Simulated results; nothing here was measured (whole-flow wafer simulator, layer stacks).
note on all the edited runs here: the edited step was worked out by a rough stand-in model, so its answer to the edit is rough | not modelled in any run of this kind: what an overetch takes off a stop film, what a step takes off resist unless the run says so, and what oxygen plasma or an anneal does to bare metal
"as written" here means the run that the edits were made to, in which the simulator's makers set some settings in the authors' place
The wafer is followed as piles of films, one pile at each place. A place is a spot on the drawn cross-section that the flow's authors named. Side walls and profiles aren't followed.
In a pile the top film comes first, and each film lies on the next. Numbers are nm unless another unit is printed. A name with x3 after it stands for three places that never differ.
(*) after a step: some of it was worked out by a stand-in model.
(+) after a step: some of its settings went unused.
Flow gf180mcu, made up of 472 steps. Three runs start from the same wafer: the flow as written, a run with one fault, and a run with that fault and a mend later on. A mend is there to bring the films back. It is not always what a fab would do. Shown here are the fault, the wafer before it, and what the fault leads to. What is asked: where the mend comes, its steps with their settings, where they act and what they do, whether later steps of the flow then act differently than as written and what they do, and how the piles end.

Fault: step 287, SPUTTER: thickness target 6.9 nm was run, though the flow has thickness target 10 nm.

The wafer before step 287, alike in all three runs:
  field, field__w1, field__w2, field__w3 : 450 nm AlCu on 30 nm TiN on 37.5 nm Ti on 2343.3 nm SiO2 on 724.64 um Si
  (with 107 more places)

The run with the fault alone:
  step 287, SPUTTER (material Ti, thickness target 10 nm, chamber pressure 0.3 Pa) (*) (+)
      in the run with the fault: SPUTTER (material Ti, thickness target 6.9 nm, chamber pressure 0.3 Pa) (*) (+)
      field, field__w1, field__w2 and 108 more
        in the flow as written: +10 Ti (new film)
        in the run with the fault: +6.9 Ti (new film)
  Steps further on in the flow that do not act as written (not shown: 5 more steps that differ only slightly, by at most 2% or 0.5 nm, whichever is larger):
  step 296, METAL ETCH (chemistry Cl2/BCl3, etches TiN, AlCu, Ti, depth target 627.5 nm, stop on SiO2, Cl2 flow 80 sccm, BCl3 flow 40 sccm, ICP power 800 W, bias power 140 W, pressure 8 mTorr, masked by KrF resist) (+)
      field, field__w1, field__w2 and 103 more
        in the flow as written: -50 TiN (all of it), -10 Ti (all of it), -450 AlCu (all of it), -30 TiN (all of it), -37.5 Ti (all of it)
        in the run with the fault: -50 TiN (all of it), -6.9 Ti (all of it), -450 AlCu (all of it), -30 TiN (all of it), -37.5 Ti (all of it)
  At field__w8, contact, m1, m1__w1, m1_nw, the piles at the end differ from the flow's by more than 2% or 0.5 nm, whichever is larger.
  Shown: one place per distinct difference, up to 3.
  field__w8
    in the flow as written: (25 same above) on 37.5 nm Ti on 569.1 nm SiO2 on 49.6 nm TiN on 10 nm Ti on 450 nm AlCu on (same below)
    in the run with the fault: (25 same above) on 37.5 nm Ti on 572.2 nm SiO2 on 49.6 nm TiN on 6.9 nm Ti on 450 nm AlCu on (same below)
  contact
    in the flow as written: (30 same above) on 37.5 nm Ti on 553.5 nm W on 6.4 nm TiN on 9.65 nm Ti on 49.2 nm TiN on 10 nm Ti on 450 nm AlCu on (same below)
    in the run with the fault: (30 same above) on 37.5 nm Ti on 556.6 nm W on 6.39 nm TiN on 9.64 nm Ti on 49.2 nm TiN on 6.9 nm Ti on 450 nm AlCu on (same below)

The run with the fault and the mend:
  The mend stands after step 287.
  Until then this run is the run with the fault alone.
  step 287a, SPUTTER (material Ti, thickness target 3.1 nm, chamber pressure 0.3 Pa) (*) (+) (a further turn of the flow's step 287, with different settings)
      field, field__w1, field__w2 and 108 more
        +3.1 Ti
  Later steps of the flow that are run all act as written at every place that is followed.
  At every place that both follow, the piles at the end match the flow's.
